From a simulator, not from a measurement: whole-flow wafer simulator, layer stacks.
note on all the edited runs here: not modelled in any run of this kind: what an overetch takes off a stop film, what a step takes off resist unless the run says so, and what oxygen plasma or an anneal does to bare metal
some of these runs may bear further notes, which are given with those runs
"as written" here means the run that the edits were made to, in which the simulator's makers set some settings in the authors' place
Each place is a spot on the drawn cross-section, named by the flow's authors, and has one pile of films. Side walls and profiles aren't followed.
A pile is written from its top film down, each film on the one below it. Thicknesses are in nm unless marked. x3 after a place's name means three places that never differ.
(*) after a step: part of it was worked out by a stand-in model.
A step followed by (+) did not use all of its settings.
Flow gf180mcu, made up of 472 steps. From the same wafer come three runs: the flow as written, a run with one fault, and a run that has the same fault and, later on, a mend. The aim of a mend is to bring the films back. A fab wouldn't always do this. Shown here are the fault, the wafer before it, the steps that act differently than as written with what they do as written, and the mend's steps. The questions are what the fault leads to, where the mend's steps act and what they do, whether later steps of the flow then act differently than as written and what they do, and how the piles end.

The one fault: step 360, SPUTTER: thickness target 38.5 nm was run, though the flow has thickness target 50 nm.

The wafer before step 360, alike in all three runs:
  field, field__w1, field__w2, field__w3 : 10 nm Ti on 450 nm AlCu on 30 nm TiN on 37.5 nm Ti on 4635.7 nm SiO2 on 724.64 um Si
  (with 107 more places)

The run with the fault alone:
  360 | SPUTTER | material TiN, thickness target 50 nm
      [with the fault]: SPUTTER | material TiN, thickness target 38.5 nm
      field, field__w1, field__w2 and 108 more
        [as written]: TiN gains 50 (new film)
        [with the fault]: TiN gains 38.5 (new film)
  Later steps of the flow acting differently than as written (not shown: 5 more steps that differ only slightly, by at most 2% or 0.5 nm, whichever is larger):
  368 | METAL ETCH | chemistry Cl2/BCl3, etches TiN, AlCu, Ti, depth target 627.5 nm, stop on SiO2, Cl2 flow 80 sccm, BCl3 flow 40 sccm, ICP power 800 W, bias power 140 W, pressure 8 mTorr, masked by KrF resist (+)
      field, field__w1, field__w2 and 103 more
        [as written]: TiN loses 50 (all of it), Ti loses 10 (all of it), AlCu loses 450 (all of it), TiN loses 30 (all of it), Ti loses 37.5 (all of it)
        [with the fault]: TiN loses 38.5 (all of it), Ti loses 10 (all of it), AlCu loses 450 (all of it), TiN loses 30 (all of it), Ti loses 37.5 (all of it)
  At field__w8, contact, m1, m1__w1, m1_nw, the piles at the end differ from the flow's by more than 2% or 0.5 nm, whichever is larger.
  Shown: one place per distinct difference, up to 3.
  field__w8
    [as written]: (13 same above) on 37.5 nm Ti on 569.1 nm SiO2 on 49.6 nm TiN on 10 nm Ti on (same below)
    [with the fault]: (13 same above) on 37.5 nm Ti on 580.6 nm SiO2 on 38.1 nm TiN on 10 nm Ti on (same below)
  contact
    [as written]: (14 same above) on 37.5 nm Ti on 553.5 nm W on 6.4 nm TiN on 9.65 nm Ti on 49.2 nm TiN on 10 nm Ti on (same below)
    [with the fault]: (14 same above) on 37.5 nm Ti on 565.1 nm W on 6.36 nm TiN on 9.59 nm Ti on 37.7 nm TiN on 10 nm Ti on (same below)

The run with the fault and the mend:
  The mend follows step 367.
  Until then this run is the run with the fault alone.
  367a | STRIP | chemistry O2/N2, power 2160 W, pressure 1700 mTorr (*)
      field__w8, contact, m1, m1__w1, m1_nw
        KrF resist loses 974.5 (all of it)
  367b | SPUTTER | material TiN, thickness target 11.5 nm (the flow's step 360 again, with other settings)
      field, field__w1, field__w2 and 108 more
        TiN gains 11.5
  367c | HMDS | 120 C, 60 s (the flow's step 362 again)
      does not change any film at any place that is followed
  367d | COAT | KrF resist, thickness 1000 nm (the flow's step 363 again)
      field, field__w1, field__w2 and 108 more
        KrF resist gains 1000 (new film)
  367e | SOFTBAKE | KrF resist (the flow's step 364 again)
      does not change any film at any place that is followed
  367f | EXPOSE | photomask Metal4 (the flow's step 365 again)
      does not change any film at any place that is followed
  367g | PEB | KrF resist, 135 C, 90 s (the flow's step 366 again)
      field, field__w1, field__w2 and 108 more
        KrF resist loses 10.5
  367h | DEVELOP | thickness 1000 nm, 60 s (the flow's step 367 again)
      field, field__w1, field__w2 and 103 more
        KrF resist loses 989.5 (all of it)
      field__w8, contact, m1, m1__w1, m1_nw
        KrF resist loses 14.9
  Every later step of the flow that is run acts as written at every place that is followed.
  The piles end the same as the flow's at every place that both follow.
